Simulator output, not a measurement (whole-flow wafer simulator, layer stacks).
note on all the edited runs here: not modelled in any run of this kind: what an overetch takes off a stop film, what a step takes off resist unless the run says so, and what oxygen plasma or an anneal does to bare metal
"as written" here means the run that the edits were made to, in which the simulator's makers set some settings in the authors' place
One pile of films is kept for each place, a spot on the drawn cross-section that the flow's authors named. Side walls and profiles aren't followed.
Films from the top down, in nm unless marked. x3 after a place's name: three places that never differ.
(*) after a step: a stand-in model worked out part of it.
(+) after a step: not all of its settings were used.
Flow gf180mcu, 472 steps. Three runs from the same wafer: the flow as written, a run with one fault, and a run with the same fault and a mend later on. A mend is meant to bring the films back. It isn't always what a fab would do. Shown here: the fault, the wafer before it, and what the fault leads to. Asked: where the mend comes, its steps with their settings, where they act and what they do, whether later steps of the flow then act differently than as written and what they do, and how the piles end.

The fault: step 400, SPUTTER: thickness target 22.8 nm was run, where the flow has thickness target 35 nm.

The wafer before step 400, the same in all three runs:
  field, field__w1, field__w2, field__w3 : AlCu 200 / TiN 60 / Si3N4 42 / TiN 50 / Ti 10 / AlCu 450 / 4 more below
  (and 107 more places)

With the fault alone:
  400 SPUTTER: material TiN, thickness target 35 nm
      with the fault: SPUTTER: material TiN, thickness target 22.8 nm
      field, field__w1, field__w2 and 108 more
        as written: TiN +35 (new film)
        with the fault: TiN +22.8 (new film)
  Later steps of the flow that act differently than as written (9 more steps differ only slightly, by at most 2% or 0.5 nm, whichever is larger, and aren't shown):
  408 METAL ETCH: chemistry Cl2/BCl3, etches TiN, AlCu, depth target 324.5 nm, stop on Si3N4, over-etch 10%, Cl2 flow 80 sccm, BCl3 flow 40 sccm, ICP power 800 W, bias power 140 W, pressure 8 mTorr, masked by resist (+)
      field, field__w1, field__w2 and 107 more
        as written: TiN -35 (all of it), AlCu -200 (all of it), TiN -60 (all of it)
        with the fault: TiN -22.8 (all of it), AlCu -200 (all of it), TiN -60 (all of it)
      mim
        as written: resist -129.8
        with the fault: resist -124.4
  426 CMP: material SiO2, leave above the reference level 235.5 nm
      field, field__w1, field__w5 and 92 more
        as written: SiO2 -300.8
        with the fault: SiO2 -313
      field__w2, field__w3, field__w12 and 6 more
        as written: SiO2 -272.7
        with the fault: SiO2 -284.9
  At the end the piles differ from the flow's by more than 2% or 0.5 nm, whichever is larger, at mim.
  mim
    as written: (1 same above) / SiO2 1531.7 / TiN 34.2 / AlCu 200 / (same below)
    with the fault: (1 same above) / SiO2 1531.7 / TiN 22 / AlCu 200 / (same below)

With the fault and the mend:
  The mend comes after step 407.
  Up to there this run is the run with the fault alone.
  407a STRIP: chemistry O2/N2, power 2160 W, pressure 1700 mTorr (*)
      mim
        resist -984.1 (all of it)
  407b SPUTTER: material TiN, thickness target 12.2 nm (the flow's step 400 once more, with other settings)
      field, field__w1, field__w2 and 108 more
        TiN +12.2
  407c HMDS: 120 C, 60 s (the flow's step 402 once more)
      changes no film at any place that is followed
  407d COAT: resist, thickness 1000 nm (the flow's step 403 once more)
      field, field__w1, field__w2 and 108 more
        resist +1000 (new film)
  407e SOFTBAKE: resist (the flow's step 404 once more)
      changes no film at any place that is followed
  407f EXPOSE: photomask FuseTop (the flow's step 405 once more)
      changes no film at any place that is followed
  407g PEB: resist, 70.3 s (the flow's step 406 once more)
      field, field__w1, field__w2 and 108 more
        resist -15.9
  407h DEVELOP: thickness 1000 nm, 60 s (the flow's step 407 once more)
      field, field__w1, field__w2 and 107 more
        resist -984.1 (all of it)
  No later step of the flow acts differently than as written at any place that is followed.
  At the end the piles are the same as the flow's at every place that both follow.
